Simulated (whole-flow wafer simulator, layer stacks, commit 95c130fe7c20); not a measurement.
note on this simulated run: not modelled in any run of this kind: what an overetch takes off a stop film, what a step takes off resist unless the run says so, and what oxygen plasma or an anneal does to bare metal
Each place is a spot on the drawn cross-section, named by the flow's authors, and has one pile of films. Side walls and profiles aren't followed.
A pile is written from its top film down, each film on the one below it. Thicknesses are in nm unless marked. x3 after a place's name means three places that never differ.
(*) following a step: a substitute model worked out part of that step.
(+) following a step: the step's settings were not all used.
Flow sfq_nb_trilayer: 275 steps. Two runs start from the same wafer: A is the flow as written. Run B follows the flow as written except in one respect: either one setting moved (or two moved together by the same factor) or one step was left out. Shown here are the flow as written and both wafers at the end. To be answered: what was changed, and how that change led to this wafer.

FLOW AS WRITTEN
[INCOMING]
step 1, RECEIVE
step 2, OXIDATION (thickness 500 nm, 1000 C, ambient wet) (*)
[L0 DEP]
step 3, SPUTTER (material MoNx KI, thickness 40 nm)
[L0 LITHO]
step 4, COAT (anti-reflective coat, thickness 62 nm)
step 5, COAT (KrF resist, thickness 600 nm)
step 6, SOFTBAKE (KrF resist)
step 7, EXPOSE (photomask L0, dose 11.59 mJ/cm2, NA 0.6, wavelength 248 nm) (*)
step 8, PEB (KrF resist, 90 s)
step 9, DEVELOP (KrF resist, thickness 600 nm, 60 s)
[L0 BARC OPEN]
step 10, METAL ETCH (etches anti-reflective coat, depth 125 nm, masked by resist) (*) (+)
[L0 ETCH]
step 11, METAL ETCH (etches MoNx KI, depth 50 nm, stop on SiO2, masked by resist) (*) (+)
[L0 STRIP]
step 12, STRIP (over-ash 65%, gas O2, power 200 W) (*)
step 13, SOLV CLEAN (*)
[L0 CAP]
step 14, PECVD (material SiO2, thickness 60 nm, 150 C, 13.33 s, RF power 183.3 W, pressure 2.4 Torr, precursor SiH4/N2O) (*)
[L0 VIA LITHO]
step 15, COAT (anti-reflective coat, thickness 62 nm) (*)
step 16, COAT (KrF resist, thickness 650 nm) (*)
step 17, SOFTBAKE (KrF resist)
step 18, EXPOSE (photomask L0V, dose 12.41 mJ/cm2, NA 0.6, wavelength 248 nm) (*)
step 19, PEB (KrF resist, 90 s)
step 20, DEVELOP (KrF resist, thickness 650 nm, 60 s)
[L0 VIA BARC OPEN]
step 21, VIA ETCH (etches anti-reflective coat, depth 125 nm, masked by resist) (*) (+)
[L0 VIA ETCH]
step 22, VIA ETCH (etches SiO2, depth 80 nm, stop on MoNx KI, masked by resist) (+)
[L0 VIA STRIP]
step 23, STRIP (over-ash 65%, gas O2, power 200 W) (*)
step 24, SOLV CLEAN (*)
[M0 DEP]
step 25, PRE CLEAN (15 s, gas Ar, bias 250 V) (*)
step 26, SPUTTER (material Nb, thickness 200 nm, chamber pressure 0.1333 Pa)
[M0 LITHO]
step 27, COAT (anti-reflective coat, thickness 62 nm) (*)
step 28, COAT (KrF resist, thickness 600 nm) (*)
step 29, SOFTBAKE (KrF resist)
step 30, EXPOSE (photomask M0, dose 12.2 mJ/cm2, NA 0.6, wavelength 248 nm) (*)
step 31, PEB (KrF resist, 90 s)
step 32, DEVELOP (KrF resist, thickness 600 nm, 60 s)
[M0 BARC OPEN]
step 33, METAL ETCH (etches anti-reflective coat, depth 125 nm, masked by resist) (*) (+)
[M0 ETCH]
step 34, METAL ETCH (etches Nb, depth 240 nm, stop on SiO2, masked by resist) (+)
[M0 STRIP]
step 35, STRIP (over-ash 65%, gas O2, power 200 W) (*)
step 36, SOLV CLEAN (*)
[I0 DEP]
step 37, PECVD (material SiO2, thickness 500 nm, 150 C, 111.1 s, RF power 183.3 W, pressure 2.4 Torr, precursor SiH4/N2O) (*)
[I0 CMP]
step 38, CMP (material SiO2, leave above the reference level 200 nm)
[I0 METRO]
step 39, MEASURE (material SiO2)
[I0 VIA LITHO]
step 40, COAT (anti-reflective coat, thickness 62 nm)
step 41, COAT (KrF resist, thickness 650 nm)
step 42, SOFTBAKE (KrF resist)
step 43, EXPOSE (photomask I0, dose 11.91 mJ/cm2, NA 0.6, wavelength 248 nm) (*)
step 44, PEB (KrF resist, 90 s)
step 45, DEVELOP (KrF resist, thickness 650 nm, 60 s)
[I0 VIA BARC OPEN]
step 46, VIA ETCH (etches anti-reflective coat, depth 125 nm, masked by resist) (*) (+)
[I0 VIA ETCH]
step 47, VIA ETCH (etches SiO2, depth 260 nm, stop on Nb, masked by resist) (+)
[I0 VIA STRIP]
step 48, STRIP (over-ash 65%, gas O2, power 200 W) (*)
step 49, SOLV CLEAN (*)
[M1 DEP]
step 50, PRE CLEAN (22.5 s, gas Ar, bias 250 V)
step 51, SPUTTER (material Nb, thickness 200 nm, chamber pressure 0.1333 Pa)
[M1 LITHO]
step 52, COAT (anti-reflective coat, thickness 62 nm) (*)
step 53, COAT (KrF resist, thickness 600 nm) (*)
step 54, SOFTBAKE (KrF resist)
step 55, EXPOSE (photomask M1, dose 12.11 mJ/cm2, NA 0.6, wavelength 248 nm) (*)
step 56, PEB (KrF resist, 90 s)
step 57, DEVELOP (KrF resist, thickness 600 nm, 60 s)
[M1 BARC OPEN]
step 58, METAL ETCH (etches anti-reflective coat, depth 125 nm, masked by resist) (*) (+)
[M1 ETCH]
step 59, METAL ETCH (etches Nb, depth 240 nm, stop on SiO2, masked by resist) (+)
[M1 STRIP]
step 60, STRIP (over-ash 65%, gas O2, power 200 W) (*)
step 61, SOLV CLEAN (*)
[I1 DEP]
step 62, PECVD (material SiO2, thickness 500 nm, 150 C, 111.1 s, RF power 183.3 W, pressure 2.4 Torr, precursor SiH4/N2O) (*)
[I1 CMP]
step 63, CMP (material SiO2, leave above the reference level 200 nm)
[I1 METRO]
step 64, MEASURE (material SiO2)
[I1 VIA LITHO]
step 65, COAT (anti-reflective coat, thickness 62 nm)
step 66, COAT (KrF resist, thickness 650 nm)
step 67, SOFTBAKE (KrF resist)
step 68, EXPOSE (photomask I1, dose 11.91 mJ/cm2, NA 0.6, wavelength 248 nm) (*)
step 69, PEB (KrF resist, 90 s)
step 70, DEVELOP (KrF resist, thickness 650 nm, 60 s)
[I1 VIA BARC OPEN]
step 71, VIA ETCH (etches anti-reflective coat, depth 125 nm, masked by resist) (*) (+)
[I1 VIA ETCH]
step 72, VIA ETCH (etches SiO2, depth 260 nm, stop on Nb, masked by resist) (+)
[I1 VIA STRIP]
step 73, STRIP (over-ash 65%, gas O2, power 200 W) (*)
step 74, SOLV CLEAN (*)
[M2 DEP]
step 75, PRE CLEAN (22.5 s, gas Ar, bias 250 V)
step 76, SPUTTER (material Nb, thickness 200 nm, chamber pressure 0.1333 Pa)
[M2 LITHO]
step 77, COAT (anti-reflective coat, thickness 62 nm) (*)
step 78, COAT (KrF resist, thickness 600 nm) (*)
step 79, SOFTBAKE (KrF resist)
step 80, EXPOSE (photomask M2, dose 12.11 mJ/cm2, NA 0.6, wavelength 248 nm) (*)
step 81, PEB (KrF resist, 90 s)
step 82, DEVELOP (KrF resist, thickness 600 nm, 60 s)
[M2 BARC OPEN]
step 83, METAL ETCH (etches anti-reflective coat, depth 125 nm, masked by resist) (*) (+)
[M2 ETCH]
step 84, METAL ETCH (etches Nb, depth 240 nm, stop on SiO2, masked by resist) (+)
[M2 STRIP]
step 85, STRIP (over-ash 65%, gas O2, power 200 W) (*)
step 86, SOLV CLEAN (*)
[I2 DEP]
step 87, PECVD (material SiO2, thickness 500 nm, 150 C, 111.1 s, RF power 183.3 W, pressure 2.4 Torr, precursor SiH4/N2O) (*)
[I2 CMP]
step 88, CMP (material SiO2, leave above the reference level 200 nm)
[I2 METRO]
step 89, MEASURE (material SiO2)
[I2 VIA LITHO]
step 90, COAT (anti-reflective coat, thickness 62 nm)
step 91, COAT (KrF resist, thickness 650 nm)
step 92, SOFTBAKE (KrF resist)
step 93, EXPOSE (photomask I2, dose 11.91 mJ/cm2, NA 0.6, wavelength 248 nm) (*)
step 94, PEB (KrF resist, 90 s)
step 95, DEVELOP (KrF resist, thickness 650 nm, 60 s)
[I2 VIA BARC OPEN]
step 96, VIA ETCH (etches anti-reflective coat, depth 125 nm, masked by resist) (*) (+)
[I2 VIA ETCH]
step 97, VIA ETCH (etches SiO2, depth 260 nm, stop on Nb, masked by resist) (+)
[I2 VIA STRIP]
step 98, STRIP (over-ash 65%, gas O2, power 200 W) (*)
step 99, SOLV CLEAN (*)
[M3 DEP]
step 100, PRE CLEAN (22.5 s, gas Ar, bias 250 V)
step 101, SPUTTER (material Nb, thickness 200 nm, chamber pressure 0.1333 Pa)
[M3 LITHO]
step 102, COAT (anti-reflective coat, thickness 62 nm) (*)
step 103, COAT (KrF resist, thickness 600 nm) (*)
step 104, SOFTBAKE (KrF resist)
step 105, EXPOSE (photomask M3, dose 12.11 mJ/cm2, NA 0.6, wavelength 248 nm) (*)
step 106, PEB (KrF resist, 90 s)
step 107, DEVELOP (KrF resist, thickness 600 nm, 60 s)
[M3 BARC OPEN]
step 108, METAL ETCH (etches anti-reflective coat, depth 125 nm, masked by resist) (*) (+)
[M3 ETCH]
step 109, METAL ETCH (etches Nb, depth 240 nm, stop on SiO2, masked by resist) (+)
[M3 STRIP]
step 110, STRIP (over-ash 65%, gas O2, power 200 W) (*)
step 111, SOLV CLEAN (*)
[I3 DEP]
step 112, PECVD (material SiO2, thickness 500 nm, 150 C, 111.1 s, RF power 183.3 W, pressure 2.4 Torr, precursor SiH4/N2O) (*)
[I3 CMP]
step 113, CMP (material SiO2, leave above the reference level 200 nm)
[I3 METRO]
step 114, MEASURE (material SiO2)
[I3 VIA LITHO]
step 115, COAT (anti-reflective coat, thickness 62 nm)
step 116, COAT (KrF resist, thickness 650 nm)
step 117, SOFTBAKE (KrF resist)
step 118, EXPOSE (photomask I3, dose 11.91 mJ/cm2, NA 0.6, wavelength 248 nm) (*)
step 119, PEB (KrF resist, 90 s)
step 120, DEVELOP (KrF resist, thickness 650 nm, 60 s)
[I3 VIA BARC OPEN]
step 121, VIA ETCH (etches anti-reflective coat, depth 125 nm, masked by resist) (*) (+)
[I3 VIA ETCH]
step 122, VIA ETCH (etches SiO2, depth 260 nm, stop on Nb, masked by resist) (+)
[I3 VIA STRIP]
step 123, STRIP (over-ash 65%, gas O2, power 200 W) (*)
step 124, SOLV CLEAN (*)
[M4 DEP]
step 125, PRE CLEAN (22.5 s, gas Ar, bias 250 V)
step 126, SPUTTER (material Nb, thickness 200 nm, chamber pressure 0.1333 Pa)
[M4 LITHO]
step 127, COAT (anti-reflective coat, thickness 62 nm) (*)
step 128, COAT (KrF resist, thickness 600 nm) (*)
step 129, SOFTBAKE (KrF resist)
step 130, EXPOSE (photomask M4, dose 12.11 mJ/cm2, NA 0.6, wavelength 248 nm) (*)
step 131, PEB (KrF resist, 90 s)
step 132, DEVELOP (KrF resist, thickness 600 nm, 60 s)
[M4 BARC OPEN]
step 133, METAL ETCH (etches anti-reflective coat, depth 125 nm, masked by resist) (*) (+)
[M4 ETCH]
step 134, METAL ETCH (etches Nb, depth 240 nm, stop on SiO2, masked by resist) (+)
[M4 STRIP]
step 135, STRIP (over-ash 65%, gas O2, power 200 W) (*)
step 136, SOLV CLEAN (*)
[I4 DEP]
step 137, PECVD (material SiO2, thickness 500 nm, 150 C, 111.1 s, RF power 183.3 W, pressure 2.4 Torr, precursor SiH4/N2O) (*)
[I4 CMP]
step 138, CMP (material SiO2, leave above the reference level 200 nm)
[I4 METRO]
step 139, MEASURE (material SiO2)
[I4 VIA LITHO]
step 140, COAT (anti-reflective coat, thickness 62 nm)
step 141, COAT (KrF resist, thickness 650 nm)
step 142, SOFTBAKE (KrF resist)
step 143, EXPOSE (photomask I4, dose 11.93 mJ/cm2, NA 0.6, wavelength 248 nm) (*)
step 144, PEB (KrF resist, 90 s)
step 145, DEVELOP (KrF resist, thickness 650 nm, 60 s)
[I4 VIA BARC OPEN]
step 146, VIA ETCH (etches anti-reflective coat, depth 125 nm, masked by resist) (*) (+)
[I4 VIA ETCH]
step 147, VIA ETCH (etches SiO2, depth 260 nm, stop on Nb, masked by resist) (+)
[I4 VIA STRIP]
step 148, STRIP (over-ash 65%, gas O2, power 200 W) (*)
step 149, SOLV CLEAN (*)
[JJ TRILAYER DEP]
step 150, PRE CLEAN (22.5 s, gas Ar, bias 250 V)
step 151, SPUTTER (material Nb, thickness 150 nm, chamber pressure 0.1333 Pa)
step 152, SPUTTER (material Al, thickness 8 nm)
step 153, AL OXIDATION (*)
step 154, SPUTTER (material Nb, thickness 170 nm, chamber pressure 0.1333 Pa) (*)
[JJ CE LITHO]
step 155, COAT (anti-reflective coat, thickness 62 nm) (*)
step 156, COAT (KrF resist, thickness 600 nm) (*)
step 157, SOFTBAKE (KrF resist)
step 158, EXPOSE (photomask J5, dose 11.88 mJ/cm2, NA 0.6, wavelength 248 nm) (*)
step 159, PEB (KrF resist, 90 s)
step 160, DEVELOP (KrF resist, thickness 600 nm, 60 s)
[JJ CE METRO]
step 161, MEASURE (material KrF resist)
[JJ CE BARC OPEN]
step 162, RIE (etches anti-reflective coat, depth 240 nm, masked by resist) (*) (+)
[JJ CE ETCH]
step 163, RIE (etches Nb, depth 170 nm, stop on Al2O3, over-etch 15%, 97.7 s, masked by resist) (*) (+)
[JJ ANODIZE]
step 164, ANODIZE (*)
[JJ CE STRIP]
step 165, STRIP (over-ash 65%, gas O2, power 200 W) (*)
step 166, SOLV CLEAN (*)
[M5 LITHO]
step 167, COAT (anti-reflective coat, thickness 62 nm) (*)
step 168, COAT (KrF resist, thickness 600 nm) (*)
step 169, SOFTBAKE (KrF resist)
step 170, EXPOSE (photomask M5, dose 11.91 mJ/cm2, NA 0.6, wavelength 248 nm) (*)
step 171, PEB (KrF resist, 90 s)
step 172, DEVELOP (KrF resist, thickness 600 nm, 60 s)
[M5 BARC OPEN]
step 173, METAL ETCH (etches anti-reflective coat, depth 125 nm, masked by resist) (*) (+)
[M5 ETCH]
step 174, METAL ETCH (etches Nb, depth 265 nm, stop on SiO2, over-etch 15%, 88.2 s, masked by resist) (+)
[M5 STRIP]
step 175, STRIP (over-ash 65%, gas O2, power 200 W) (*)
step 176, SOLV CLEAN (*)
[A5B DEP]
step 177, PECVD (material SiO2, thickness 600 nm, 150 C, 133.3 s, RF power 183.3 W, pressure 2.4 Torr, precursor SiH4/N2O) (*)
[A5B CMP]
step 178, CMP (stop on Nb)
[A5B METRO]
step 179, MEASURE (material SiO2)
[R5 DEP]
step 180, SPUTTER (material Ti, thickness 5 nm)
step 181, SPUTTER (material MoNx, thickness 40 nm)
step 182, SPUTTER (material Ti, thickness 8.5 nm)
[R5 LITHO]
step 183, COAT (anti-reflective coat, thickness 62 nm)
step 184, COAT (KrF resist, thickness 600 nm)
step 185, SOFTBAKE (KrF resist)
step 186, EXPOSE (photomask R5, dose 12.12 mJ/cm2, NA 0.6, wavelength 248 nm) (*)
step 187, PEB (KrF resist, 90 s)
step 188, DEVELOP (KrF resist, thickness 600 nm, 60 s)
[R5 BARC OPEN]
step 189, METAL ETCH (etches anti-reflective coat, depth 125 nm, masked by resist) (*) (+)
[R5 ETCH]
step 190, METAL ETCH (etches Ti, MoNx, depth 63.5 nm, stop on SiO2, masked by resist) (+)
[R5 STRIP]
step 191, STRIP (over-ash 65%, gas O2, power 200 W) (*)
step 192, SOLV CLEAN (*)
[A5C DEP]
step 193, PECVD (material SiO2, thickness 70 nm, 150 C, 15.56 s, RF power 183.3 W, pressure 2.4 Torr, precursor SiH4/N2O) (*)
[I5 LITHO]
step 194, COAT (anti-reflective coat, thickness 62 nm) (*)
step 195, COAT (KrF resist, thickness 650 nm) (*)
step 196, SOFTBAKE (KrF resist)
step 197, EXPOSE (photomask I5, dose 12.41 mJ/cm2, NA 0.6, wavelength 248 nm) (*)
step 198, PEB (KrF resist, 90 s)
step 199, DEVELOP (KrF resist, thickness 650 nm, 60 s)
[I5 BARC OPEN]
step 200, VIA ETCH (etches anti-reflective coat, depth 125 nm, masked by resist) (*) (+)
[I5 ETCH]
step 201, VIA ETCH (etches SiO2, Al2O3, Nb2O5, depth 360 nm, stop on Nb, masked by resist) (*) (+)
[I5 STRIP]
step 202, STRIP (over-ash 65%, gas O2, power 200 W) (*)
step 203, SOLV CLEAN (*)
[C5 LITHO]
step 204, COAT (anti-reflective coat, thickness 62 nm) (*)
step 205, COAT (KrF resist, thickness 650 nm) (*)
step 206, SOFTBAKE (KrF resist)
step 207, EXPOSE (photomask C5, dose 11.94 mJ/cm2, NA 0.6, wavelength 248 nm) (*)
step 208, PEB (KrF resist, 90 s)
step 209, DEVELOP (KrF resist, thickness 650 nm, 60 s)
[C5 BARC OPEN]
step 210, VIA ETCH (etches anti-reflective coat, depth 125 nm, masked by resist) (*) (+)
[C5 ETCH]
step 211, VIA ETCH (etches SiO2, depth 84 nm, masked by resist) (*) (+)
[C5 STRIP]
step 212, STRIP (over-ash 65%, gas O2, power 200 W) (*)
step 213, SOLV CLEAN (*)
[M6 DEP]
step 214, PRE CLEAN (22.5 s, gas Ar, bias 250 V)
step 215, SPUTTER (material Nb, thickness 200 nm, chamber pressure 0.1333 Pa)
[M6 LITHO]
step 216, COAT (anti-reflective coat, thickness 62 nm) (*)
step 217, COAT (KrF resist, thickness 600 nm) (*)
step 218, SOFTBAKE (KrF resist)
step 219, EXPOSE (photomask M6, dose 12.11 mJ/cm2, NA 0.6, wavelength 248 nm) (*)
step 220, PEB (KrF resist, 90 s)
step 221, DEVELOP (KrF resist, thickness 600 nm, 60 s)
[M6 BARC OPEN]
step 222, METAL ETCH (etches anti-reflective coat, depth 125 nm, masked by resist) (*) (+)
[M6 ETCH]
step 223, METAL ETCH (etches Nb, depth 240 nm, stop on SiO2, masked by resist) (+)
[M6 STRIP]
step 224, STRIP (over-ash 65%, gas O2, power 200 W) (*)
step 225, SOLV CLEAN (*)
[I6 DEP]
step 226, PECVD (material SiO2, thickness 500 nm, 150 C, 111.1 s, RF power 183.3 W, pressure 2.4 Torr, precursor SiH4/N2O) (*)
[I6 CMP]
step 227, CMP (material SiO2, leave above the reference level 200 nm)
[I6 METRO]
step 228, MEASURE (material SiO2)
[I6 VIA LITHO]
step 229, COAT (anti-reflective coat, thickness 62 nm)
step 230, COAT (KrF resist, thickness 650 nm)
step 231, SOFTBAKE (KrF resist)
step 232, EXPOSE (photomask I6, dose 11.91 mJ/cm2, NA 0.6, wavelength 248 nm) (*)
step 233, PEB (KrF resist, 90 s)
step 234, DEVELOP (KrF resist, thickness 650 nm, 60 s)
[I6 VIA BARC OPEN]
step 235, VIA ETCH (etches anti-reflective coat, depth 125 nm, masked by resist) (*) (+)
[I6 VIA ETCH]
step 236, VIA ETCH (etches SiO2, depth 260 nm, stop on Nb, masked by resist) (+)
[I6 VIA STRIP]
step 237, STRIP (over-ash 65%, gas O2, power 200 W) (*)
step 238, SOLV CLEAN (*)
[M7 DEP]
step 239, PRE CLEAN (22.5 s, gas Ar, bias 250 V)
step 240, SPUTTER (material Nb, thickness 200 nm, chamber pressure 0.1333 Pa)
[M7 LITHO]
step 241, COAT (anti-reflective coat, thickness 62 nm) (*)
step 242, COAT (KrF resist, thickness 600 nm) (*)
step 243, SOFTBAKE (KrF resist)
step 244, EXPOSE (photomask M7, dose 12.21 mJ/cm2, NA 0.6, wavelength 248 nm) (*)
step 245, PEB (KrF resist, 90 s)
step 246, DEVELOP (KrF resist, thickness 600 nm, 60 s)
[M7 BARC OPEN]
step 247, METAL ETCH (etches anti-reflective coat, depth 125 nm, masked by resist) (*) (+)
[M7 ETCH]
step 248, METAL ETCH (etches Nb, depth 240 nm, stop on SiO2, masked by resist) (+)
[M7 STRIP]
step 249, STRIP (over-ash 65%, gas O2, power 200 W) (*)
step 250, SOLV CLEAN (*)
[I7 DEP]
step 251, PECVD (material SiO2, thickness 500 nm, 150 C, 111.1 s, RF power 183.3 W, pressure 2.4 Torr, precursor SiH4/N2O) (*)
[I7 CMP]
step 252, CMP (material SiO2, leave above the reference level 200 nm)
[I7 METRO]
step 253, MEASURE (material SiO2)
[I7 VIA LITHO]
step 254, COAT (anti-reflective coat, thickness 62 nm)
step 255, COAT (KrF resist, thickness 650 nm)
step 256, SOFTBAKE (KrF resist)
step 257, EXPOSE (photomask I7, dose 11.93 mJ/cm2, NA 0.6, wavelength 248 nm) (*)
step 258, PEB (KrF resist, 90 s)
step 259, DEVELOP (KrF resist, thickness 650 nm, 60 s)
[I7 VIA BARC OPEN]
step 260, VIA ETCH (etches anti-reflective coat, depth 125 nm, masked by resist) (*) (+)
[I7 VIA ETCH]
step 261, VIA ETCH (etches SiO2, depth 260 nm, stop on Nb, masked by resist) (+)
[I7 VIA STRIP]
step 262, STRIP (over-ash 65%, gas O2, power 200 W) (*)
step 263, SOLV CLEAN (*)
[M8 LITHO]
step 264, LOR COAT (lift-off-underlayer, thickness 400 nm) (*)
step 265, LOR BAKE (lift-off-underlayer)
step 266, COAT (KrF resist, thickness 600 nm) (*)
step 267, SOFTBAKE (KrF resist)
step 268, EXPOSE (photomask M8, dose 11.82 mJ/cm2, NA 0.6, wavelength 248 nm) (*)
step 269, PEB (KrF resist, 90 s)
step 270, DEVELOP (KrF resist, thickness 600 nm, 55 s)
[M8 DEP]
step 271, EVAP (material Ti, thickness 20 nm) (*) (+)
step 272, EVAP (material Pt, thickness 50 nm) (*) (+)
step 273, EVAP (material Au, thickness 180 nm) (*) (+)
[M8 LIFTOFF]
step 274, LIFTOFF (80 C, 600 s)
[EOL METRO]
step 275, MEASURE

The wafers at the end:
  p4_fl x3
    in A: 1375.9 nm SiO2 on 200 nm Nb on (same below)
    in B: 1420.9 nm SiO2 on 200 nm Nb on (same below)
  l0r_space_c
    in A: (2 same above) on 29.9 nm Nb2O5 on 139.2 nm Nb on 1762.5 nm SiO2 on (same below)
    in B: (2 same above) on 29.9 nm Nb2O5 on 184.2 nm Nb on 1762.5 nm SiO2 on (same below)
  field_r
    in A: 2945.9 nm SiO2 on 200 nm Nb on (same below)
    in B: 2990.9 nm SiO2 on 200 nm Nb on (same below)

What caused this: step 151, SPUTTER: thickness 195 nm was run, whereas the flow has thickness 150 nm.

The path from the change to this, step by step:
  step 151, SPUTTER (material Nb, thickness 150 nm, chamber pressure 0.1333 Pa)
      field_l, v_sur, via_sp and 100 more: A Nb gains 150 (new film) | B Nb gains 195 (new film)
      via_wl, via_w, via_wr: A Nb gains 130.4 | B Nb gains 170
  step 155, COAT (anti-reflective coat, thickness 62 nm) (*)
      via_wl, via_wr: A anti-reflective coat gains 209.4 (new film) | B anti-reflective coat gains 223 (new film)
      via_w: A anti-reflective coat gains 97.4 (new film) | B anti-reflective coat gains 101.7 (new film)
  step 162, RIE (etches anti-reflective coat, depth 240 nm, masked by resist) (*) (+)
      ce_l, c5j, ce_r, wl_jj: A KrF resist loses 209.4 | B KrF resist loses 223
      via_wl, via_wr: A anti-reflective coat loses 209.4 (all of it) | B anti-reflective coat loses 223 (all of it)
      (as well as at 1 more place)
  step 164, ANODIZE (*)
      via_wl, via_wr: A Al2O3 gains 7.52 (new film), Nb2O5 gains 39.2 (new film), Al loses 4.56 (all of it), Nb loses 14.1 | B Al2O3 gains 6.94 (new film), Nb2O5 gains 40.2 (new film), Al loses 4.21 (all of it), Nb loses 14.5
  step 165, STRIP (over-ash 65%, gas O2, power 200 W) (*)
      ce_l: A KrF resist loses 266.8 (all of it), anti-reflective coat loses 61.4 (all of it) | B KrF resist loses 253.2 (all of it), anti-reflective coat loses 61.4 (all of it)
      c5j: A KrF resist loses 266.9 (all of it), anti-reflective coat loses 61.5 (all of it) | B KrF resist loses 253.2 (all of it), anti-reflective coat loses 61.5 (all of it)
      (as well as at 2 more places)
  step 167, COAT (anti-reflective coat, thickness 62 nm) (*)
      v_sur: A anti-reflective coat gains 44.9 (new film) | B anti-reflective coat gains 41.2 (new film)
      via_wl: A anti-reflective coat gains 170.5 (new film) | B anti-reflective coat gains 153.9 (new film)
      (as well as at 3 more places)
  step 168, COAT (KrF resist, thickness 600 nm) (*)
      via_wl: A KrF resist gains 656 (new film) | B KrF resist gains 672 (new film)
      via_wr: A KrF resist gains 656.6 (new film) | B KrF resist gains 672.9 (new film)
  step 174, METAL ETCH (etches Nb, depth 265 nm, stop on SiO2, over-etch 15%, 88.2 s, masked by resist) (+)
      r_sur, res, r_end and 48 more: A Al2O3 loses 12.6 (all of it), Nb2O5 loses 29.9 (all of it), Nb loses 139.2 (all of it), SiO2 loses 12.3 | B Al2O3 loses 12.6 (all of it), Nb2O5 loses 29.9 (all of it), Nb loses 184.2 (all of it), SiO2 loses 7.79
      field_l, wl_a_sl: A Al2O3 loses 12.6 (all of it), Nb2O5 loses 29.9 (all of it), Nb loses 139.2 (all of it), SiO2 loses 12.3 | B Al2O3 loses 12.6 (all of it), Nb2O5 loses 29.9 (all of it), Nb loses 184.2 (all of it), SiO2 loses 7.8
  step 175, STRIP (over-ash 65%, gas O2, power 200 W) (*)
      v_sur: A KrF resist loses 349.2 (all of it), anti-reflective coat loses 44.9 (all of it) | B KrF resist loses 348.3 (all of it), anti-reflective coat loses 41.2 (all of it)
      via_wl: A KrF resist loses 427 (all of it), anti-reflective coat loses 170.5 (all of it) | B KrF resist loses 443 (all of it), anti-reflective coat loses 153.9 (all of it)
      (as well as at 3 more places)
  step 178, CMP (stop on Nb)
      field_l, p4_fl x3, p4_w1 x9 and 29 more: A SiO2 loses 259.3 | B SiO2 loses 218.8
      r_sur, res, r_end, moat, field_r, lsp_l: A SiO2 loses 252.3 | B SiO2 loses 210.3
      (as well as at 8 more places)
